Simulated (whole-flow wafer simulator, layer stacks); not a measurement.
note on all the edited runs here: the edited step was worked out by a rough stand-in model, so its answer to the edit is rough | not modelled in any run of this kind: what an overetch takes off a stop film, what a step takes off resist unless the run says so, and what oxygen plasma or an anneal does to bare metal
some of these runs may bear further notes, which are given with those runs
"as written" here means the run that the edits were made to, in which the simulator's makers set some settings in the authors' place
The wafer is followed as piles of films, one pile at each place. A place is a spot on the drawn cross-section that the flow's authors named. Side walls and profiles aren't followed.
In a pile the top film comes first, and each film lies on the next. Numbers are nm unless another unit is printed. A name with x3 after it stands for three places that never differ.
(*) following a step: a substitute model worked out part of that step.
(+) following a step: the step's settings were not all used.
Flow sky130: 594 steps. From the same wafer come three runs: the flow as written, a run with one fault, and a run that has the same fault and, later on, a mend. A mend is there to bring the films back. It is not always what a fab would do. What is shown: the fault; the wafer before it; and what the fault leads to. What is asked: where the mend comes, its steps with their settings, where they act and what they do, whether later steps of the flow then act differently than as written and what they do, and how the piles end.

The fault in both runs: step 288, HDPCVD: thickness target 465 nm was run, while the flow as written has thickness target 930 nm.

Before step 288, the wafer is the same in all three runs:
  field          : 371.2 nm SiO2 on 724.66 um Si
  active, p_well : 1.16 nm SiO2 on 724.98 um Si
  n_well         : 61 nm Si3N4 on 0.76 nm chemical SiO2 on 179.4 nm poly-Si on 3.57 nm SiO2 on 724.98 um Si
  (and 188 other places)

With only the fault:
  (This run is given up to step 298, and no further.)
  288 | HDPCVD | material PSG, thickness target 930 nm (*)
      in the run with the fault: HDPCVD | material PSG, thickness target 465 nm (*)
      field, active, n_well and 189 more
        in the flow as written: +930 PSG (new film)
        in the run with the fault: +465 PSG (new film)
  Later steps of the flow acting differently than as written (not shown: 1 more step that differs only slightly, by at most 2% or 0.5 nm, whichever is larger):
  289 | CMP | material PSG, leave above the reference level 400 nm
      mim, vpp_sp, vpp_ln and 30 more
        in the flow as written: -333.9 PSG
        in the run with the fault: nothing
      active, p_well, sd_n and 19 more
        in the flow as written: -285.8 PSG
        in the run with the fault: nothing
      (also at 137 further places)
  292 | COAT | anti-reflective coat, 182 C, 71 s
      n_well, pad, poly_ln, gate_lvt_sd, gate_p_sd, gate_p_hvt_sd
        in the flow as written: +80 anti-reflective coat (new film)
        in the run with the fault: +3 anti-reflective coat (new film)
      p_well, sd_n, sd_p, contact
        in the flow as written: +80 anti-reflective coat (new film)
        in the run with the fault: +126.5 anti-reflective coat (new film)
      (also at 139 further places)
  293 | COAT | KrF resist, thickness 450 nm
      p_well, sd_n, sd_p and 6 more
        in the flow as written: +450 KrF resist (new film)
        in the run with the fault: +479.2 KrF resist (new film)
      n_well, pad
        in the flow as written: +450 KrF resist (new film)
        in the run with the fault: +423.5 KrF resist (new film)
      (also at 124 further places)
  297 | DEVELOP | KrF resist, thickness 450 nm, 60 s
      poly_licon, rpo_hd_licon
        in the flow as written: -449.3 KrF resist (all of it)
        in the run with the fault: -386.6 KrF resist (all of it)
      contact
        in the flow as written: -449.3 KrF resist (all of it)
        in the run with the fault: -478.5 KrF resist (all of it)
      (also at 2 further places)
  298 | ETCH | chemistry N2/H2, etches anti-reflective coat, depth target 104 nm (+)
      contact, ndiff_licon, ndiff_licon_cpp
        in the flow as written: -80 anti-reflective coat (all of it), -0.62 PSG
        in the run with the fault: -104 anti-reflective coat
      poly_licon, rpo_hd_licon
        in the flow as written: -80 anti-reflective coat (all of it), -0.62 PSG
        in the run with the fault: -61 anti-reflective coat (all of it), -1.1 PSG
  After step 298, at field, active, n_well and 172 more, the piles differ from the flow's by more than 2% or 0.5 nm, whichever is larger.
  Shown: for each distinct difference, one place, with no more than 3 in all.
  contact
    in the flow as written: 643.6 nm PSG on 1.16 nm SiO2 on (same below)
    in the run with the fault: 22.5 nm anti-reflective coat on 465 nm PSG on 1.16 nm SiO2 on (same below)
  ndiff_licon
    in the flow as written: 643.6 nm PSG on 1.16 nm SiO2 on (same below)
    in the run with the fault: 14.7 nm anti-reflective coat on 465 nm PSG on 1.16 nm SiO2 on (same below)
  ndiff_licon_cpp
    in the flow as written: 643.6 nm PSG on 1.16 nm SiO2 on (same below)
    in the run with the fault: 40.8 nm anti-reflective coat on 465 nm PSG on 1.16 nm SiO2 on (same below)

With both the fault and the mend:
  After step 288 comes the mend.
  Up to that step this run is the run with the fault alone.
  288a | HDPCVD | material PSG, thickness target 465 nm (*) (the flow's step 288 again, with other settings)
      field, active, n_well and 189 more
        +465 PSG
  None of the later steps of the flow differs from how it acts as written, at any place that is followed, by more than 2% or 0.5 nm, whichever is larger.
  At the end the piles are close to the flow's at the places that both follow, differing by at most 2% or 0.5 nm, whichever is larger.
